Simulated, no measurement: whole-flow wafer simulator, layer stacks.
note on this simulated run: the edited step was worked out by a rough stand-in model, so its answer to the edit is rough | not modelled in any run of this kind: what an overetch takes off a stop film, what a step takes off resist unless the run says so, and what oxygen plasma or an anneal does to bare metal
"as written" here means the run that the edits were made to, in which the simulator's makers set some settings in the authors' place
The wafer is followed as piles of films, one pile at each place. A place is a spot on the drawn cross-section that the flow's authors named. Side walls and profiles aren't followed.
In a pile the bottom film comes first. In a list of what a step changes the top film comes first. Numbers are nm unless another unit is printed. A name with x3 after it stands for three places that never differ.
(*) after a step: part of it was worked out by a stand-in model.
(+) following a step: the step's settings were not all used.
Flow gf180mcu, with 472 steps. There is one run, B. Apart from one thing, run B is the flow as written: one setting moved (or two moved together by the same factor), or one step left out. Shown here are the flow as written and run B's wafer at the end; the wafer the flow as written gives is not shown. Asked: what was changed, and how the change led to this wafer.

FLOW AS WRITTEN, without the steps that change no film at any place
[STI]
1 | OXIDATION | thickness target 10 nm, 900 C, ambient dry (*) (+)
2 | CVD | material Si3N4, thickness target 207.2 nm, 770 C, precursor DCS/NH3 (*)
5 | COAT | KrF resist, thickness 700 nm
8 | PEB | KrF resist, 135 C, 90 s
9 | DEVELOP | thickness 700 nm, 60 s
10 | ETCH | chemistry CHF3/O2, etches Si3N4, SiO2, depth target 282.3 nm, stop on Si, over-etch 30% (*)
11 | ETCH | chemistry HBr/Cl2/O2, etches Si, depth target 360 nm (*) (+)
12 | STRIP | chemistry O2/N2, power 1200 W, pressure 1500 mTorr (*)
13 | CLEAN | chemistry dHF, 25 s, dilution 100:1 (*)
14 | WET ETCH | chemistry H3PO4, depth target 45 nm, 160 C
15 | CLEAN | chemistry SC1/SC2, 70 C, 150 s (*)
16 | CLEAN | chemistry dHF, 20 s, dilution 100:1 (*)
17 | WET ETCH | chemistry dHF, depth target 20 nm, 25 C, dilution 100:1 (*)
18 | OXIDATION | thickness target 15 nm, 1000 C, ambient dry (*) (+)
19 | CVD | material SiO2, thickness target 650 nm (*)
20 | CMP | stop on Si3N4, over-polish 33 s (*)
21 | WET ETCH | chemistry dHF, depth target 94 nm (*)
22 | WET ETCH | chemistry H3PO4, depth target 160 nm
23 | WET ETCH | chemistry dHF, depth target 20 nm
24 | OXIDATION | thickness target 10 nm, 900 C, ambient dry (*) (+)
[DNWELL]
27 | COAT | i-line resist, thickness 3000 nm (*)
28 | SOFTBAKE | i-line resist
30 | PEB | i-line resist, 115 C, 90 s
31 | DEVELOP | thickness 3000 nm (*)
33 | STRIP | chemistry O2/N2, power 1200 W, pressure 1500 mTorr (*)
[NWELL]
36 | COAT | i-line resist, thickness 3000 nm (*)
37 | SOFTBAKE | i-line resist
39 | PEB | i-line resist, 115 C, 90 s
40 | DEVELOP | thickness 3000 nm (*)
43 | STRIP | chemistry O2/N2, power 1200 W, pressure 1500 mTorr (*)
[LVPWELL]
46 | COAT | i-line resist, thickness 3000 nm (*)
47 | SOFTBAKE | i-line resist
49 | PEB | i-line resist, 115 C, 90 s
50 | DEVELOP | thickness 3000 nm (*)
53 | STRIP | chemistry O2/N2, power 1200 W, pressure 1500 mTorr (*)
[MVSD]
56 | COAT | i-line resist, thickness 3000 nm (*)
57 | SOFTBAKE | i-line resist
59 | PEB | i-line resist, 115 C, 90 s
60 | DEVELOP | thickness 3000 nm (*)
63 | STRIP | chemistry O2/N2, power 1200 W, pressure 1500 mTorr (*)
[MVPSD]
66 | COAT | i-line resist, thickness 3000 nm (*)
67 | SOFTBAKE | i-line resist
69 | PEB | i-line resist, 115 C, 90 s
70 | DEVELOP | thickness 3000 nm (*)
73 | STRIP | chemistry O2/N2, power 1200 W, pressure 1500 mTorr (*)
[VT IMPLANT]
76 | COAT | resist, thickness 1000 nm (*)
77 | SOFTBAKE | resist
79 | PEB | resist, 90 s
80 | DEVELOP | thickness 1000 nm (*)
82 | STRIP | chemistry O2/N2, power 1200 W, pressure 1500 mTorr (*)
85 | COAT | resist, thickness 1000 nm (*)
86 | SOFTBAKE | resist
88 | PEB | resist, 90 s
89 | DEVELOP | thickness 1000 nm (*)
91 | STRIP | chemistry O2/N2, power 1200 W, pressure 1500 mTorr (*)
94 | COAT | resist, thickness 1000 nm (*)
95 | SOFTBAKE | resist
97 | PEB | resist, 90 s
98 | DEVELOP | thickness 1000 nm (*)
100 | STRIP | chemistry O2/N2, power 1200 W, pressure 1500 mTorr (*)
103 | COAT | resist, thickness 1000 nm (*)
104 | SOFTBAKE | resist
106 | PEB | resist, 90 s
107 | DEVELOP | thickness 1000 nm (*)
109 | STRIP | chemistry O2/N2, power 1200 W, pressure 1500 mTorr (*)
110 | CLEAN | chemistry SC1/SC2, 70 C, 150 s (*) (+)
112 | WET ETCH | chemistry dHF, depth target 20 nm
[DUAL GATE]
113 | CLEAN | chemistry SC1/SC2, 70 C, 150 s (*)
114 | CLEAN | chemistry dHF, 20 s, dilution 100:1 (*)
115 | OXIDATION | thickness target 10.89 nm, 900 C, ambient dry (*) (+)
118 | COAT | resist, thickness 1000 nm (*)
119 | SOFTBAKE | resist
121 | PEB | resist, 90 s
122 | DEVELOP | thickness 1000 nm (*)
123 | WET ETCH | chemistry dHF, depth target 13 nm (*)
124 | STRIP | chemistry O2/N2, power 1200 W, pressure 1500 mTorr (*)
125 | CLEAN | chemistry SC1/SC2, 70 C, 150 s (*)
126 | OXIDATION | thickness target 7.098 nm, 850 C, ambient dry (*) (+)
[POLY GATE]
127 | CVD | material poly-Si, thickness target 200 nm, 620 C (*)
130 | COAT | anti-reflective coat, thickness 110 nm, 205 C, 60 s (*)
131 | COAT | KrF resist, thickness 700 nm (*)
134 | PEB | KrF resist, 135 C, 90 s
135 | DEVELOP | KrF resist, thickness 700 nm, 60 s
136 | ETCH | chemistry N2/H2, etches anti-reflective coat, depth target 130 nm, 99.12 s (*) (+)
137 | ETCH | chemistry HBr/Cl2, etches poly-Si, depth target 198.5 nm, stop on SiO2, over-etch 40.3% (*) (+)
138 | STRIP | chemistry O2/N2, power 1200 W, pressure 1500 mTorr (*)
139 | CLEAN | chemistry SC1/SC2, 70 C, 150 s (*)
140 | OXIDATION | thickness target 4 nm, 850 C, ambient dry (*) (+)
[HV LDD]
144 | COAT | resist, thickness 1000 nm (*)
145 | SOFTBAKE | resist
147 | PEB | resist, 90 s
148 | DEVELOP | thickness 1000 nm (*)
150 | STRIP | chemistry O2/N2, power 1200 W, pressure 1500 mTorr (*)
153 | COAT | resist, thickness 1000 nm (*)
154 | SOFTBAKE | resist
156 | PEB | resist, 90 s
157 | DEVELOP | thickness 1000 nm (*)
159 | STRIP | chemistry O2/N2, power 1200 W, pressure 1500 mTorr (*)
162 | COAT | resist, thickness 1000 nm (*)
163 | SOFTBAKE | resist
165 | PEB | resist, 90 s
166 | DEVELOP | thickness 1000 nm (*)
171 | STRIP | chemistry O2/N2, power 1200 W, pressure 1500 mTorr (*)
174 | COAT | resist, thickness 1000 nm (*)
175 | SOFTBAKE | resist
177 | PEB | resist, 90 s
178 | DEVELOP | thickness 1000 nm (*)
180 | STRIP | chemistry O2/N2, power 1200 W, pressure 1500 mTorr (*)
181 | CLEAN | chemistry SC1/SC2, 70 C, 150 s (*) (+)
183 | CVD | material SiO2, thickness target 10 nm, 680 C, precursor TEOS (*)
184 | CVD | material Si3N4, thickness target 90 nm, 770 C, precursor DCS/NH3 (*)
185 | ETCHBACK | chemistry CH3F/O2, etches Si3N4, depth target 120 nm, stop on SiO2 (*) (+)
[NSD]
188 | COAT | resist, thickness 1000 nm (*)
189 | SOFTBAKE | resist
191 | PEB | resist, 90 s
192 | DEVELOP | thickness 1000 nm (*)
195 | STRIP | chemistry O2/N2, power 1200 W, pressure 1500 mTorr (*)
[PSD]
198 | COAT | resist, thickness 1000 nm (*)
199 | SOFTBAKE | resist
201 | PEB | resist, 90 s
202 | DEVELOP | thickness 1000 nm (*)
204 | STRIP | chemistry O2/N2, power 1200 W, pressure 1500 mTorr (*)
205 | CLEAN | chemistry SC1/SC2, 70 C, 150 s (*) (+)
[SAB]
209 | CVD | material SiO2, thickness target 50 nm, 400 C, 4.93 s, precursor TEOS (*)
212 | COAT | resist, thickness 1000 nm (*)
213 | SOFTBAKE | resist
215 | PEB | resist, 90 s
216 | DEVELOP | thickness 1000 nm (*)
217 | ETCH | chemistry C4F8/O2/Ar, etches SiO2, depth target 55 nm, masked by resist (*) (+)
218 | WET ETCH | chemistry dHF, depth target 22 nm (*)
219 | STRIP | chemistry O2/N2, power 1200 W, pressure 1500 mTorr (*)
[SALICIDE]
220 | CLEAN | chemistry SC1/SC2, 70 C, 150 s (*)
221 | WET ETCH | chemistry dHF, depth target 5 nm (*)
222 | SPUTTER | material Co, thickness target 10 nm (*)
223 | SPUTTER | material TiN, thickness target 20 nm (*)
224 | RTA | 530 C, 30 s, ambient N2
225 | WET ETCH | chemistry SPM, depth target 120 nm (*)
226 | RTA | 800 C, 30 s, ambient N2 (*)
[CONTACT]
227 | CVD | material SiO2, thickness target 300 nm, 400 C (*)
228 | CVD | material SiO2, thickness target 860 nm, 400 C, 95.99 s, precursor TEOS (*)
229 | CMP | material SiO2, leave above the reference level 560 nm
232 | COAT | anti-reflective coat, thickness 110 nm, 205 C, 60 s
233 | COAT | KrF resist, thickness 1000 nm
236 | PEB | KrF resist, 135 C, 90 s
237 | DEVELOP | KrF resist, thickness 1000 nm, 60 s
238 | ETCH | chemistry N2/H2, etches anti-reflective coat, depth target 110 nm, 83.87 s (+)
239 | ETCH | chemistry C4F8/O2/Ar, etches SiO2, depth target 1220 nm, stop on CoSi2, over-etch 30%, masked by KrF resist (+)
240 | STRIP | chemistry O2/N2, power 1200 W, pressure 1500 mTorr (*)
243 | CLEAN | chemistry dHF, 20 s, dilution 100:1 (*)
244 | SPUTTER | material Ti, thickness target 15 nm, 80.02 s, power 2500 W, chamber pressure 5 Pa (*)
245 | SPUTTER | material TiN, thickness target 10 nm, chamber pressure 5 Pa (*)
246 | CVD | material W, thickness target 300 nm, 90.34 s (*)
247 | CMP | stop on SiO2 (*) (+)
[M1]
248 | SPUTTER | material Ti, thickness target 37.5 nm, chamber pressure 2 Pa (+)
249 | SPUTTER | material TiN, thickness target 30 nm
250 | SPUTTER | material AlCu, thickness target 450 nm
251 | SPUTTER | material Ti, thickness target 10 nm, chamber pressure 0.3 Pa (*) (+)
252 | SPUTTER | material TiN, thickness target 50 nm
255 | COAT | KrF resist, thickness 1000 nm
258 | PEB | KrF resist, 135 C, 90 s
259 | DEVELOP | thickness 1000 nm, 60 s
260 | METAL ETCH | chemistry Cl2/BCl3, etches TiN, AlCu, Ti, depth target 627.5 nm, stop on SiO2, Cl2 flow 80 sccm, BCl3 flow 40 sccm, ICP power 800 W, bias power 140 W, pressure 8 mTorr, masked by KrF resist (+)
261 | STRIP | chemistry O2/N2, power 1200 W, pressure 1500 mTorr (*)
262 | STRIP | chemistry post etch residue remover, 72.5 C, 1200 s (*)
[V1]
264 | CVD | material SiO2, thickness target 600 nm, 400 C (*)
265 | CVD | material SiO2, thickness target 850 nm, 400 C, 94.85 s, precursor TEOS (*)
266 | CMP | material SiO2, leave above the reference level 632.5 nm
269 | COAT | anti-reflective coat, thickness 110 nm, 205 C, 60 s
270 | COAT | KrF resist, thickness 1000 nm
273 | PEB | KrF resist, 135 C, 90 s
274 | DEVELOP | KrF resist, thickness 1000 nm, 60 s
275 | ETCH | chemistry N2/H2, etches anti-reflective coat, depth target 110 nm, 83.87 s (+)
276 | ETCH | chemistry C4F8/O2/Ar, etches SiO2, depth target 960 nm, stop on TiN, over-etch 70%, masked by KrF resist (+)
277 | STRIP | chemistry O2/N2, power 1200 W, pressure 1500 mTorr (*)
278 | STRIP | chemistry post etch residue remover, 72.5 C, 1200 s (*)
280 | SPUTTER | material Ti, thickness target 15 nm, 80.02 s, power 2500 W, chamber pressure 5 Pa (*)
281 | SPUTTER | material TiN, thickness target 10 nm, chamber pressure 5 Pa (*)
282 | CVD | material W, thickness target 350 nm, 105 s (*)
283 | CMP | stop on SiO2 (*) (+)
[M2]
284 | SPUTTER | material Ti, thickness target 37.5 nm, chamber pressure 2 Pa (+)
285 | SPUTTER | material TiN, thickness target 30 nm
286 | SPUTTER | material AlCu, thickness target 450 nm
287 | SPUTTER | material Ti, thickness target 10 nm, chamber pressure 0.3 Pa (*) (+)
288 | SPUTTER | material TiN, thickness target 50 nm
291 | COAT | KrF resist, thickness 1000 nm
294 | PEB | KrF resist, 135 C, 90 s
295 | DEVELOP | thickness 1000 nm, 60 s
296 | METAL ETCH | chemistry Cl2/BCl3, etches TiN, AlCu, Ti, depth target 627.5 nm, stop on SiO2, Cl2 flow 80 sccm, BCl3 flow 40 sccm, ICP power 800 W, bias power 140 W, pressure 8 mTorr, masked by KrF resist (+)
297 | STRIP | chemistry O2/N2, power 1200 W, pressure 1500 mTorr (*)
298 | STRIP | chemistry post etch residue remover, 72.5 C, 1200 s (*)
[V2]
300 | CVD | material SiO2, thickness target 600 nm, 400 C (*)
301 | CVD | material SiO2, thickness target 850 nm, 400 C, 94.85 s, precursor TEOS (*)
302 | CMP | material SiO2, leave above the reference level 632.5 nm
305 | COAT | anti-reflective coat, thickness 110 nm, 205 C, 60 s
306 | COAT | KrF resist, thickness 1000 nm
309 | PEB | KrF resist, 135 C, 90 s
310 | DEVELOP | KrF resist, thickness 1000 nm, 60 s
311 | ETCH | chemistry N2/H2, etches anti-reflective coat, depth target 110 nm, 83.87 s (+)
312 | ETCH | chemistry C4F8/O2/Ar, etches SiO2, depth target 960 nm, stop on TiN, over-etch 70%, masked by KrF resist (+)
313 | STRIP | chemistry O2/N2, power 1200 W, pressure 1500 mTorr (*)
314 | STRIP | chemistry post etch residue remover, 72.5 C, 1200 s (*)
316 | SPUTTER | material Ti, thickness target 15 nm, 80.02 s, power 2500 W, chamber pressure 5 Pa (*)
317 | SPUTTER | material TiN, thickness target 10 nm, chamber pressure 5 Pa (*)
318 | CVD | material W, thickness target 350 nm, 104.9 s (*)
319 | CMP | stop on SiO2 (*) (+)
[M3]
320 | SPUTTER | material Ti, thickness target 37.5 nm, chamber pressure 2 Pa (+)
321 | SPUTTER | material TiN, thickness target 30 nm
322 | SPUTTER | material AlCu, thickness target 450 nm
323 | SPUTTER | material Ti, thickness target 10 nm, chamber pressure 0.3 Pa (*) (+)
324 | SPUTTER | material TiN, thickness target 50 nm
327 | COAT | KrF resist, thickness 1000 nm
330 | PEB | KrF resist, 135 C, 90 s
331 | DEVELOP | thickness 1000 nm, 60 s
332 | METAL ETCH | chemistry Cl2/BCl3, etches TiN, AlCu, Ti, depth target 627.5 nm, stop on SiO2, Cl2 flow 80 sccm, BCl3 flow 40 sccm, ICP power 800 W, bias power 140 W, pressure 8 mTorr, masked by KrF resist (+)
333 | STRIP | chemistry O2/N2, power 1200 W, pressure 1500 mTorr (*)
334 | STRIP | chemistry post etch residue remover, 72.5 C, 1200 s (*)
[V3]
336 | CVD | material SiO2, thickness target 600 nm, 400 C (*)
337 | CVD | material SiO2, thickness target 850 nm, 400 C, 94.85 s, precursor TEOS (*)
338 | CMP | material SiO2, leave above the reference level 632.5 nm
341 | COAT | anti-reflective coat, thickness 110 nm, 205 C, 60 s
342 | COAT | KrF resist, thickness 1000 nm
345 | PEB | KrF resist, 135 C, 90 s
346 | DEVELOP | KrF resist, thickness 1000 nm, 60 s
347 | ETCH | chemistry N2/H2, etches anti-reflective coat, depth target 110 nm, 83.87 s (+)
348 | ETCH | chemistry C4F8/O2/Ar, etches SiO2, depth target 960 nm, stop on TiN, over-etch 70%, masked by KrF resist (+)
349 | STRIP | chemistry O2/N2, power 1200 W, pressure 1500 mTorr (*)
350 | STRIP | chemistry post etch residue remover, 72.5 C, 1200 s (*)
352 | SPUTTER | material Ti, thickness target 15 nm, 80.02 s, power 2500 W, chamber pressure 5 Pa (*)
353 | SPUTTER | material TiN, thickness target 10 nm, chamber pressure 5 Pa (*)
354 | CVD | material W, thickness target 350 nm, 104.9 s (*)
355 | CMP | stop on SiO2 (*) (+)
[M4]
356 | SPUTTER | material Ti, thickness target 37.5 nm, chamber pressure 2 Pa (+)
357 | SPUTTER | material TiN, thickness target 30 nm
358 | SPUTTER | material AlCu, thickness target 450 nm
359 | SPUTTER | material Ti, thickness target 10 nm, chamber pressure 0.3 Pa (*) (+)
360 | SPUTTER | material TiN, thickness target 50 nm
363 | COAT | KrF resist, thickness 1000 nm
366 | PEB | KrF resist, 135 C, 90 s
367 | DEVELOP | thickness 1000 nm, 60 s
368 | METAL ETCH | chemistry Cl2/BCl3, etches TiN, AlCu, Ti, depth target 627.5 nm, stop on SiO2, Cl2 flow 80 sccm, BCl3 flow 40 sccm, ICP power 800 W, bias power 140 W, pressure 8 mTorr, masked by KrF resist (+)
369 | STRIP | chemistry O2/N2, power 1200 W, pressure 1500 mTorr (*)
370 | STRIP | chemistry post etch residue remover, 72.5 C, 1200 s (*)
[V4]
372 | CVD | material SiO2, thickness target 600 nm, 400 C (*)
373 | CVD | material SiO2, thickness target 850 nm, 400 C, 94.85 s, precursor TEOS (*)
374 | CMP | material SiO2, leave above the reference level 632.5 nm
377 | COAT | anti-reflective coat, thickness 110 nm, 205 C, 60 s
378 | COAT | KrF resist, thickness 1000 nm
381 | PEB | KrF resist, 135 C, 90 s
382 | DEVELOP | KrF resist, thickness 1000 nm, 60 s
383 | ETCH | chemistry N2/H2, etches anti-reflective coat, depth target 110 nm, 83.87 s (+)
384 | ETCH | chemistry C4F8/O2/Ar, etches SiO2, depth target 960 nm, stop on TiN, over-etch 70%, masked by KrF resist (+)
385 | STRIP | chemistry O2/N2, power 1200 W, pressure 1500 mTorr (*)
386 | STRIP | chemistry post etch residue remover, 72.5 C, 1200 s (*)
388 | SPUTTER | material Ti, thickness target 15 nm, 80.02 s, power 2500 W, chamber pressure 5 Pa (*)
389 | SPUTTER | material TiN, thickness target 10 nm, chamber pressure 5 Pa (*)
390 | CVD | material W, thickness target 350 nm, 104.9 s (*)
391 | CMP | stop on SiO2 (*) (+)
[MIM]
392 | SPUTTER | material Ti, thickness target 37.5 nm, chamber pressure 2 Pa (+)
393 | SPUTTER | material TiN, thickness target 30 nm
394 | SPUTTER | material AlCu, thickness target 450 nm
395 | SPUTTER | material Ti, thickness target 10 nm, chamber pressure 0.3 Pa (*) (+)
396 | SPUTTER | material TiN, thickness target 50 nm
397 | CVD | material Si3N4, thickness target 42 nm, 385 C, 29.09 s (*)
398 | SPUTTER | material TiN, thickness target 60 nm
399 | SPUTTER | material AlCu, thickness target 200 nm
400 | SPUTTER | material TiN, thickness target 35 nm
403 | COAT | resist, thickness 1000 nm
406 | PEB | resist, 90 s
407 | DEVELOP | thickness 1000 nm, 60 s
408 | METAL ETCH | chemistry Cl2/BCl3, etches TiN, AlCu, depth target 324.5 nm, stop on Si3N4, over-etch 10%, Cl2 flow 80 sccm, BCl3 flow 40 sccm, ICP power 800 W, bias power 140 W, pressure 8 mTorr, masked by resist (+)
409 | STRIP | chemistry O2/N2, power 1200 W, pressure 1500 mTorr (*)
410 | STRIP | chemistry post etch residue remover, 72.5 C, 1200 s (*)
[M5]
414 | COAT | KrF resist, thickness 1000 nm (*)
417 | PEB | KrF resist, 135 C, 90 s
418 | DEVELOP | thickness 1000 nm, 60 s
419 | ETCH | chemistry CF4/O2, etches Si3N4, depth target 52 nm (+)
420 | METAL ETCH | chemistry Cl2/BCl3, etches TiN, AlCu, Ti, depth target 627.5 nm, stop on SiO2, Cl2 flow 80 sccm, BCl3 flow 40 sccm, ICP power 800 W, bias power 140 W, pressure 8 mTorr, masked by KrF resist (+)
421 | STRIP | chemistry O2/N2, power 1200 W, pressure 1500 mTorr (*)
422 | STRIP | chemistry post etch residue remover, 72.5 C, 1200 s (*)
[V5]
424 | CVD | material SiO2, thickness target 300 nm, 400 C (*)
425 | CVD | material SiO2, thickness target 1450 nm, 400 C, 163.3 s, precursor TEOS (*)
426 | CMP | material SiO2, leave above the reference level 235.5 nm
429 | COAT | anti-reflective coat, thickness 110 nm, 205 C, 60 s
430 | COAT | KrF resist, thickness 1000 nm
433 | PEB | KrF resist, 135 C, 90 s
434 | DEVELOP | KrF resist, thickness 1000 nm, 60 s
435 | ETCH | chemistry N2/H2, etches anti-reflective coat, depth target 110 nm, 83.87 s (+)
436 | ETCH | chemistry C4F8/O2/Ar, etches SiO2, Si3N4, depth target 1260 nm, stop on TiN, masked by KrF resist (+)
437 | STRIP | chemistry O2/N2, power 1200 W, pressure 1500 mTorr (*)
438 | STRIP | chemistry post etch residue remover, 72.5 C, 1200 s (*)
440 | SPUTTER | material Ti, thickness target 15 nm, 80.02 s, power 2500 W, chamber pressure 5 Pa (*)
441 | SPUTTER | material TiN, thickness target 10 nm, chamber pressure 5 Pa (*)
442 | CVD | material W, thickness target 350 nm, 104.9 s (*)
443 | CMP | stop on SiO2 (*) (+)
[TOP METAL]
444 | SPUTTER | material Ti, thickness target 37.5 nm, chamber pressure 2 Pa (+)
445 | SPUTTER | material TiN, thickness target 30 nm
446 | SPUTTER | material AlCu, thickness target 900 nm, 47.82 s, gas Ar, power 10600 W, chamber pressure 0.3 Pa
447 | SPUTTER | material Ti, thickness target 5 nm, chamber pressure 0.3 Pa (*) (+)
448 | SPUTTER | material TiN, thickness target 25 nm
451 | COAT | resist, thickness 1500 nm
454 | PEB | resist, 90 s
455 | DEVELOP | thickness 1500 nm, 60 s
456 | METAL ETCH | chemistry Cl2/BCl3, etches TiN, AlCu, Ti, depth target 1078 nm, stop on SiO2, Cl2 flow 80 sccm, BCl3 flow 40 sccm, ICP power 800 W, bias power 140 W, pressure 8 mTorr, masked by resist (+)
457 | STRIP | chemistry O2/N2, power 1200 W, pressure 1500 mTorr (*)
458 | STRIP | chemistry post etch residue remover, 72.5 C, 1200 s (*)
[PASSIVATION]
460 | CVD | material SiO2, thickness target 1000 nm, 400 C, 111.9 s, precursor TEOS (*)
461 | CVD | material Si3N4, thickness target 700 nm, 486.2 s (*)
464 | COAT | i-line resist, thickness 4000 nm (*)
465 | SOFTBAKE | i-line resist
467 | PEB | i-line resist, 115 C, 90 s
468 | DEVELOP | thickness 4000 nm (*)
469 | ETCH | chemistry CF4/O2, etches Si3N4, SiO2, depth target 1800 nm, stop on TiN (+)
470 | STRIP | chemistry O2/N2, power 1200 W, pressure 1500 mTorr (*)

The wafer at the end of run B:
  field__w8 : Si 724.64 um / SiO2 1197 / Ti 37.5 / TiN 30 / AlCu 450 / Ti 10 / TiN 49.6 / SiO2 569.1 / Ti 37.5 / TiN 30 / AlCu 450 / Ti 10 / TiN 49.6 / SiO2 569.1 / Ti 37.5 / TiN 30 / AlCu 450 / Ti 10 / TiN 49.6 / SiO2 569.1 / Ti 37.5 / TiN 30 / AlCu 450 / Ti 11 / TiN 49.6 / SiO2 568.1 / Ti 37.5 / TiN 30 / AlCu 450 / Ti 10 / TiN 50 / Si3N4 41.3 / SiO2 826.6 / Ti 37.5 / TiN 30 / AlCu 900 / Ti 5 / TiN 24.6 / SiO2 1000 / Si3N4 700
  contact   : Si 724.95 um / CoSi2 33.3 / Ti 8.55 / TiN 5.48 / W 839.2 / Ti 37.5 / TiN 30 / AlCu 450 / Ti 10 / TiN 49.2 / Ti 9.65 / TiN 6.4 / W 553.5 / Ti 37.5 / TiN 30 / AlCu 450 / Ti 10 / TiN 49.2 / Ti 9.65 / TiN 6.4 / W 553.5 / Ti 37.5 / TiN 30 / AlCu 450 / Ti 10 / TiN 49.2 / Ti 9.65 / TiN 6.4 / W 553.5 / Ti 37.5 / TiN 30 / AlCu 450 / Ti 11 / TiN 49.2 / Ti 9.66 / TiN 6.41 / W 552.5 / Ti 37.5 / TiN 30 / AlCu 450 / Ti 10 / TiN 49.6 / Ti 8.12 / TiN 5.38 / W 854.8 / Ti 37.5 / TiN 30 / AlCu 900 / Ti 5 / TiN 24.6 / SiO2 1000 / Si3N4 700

What caused this: step 359, SPUTTER: thickness target 11 nm was run, whereas the flow has thickness target 10 nm.
One can read it off the wafer: field__w8 has Ti 11, and step 359 as written asks for 10 nm.

The path from the change to this, step by step:
  359 | SPUTTER | material Ti, thickness target 10 nm, chamber pressure 0.3 Pa (*) (+)
      field, field__w1, field__w2 and 108 more: Ti gains 11 (new film) (in the flow as written it would be: Ti gains 10 (new film))
  368 | METAL ETCH | chemistry Cl2/BCl3, etches TiN, AlCu, Ti, depth target 627.5 nm, stop on SiO2, Cl2 flow 80 sccm, BCl3 flow 40 sccm, ICP power 800 W, bias power 140 W, pressure 8 mTorr, masked by KrF resist (+)
      field, field__w1, field__w2 and 103 more: TiN loses 50 (all of it), Ti loses 11 (all of it), AlCu loses 450 (all of it), TiN loses 30 (all of it), Ti loses 37.5 (all of it) (in the flow as written it would be: TiN loses 50 (all of it), Ti loses 10 (all of it), AlCu loses 450 (all of it), TiN loses 30 (all of it), Ti loses 37.5 (all of it))
